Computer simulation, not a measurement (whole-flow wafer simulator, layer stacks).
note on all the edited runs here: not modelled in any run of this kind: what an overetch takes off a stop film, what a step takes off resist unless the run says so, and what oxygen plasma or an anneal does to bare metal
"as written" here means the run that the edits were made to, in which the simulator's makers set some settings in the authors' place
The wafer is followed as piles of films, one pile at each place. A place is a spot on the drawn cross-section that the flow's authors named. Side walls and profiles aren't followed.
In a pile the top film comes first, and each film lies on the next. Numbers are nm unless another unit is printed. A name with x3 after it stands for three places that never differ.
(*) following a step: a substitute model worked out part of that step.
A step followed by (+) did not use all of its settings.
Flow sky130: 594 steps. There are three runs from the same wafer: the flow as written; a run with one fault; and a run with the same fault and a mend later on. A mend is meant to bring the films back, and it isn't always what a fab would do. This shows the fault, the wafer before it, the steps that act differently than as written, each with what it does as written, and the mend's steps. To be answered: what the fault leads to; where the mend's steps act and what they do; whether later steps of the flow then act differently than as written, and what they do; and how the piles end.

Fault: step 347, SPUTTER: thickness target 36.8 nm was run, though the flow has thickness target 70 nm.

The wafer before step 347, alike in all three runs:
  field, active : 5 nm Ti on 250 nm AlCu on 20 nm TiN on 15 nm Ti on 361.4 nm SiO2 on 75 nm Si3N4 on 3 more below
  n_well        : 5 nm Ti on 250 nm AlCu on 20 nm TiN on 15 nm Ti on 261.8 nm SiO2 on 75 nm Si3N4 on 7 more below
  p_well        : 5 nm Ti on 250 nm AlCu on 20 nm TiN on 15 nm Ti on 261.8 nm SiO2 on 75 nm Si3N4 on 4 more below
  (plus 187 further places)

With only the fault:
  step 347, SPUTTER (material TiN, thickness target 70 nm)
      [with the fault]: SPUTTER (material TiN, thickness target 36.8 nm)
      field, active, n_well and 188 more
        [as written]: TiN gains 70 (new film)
        [with the fault]: TiN gains 36.8 (new film)
  Steps further on in the flow that do not act as written (11 other steps are not shown; they differ only slightly, by no more than 2% or 0.5 nm, whichever is larger):
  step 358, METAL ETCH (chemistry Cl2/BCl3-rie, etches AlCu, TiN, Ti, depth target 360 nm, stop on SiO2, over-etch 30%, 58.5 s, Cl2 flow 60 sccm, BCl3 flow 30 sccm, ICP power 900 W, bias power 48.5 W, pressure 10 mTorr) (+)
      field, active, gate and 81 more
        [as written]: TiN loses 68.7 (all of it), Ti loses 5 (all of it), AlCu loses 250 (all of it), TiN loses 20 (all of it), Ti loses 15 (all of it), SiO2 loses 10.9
        [with the fault]: TiN loses 35.5 (all of it), Ti loses 5 (all of it), AlCu loses 250 (all of it), TiN loses 20 (all of it), Ti loses 15 (all of it), SiO2 loses 14.3
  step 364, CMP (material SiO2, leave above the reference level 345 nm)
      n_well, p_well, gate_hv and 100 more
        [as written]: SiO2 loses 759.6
        [with the fault]: SiO2 loses 726.4
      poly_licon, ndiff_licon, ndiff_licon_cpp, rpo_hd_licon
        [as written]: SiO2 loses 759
        [with the fault]: SiO2 loses 725.8
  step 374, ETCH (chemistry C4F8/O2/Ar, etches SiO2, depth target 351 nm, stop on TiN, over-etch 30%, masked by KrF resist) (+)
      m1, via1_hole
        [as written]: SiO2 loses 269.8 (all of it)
        [with the fault]: SiO2 loses 303 (all of it)
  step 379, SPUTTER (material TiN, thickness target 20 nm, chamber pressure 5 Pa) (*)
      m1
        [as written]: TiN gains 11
        [with the fault]: TiN gains 10.4
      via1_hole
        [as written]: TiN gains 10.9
        [with the fault]: TiN gains 10.3
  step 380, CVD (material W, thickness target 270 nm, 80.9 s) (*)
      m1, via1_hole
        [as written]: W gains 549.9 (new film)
        [with the fault]: W gains 583.7 (new film)
  By the end, the piles at n_well, p_well, gate_hv and 104 more depart from the flow's by more than 2% or 0.5 nm, whichever is larger.
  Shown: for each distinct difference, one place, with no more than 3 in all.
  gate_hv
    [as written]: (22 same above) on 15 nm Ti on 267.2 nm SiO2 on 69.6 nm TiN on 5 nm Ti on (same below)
    [with the fault]: (22 same above) on 15 nm Ti on 300.4 nm SiO2 on 36.4 nm TiN on 5 nm Ti on (same below)
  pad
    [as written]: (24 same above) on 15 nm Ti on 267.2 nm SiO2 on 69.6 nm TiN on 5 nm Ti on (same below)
    [with the fault]: (24 same above) on 15 nm Ti on 300.4 nm SiO2 on 36.4 nm TiN on 5 nm Ti on (same below)
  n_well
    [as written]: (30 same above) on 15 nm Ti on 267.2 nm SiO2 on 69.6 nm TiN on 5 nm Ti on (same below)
    [with the fault]: (30 same above) on 15 nm Ti on 300.4 nm SiO2 on 36.4 nm TiN on 5 nm Ti on (same below)

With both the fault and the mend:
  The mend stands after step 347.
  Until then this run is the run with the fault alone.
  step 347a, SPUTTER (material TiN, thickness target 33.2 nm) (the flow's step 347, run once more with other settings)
      field, active, n_well and 188 more
        TiN gains 33.2
  Every later step of the flow that is run acts as written, at every place that is followed, to within 2% or 0.5 nm, whichever is larger.
  By the end, the piles equal the flow's at every place that both follow.
